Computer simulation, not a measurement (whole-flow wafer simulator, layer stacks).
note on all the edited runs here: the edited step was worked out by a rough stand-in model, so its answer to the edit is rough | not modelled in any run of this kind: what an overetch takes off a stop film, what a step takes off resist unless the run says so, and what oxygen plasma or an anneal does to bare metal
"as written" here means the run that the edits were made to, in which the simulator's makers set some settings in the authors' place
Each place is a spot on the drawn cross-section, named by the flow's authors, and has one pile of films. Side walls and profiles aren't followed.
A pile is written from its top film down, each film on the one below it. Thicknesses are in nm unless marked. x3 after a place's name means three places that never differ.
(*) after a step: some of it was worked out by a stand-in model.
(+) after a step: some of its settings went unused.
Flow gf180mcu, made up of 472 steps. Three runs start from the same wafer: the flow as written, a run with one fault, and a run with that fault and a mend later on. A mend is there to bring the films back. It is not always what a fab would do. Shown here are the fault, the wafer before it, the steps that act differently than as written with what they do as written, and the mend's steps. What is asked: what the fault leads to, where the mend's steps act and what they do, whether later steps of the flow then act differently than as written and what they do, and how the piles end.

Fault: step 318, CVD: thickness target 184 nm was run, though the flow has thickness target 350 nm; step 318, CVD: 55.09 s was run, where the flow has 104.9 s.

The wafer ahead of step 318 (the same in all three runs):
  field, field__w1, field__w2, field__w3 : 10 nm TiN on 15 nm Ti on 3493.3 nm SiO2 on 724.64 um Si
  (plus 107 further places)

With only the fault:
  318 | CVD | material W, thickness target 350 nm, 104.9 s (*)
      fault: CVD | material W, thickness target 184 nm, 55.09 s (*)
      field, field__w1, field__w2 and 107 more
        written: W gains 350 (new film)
        fault: W gains 185.1 (new film)
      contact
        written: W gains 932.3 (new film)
        fault: W gains 767.4 (new film)
  Steps further on in the flow that do not act as written:
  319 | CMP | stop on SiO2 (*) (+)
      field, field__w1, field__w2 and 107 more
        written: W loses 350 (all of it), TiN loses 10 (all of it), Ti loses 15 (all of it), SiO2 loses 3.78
        fault: W loses 185.1 (all of it), TiN loses 10 (all of it), Ti loses 15 (all of it), SiO2 loses 2.12
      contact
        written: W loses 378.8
        fault: W loses 212.2
  The piles end only slightly different from the flow's at the places that both follow, by no more than 2% or 0.5 nm, whichever is larger.

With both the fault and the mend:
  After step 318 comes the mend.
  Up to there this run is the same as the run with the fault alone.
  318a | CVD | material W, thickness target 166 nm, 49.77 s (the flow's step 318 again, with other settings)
      field, field__w1, field__w2 and 108 more
        W gains 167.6
  Later steps of the flow that are run all act as written at every place that is followed, up to a difference of at most 2% or 0.5 nm, whichever is larger.
  The piles end only slightly different from the flow's at the places that both follow, by no more than 2% or 0.5 nm, whichever is larger.
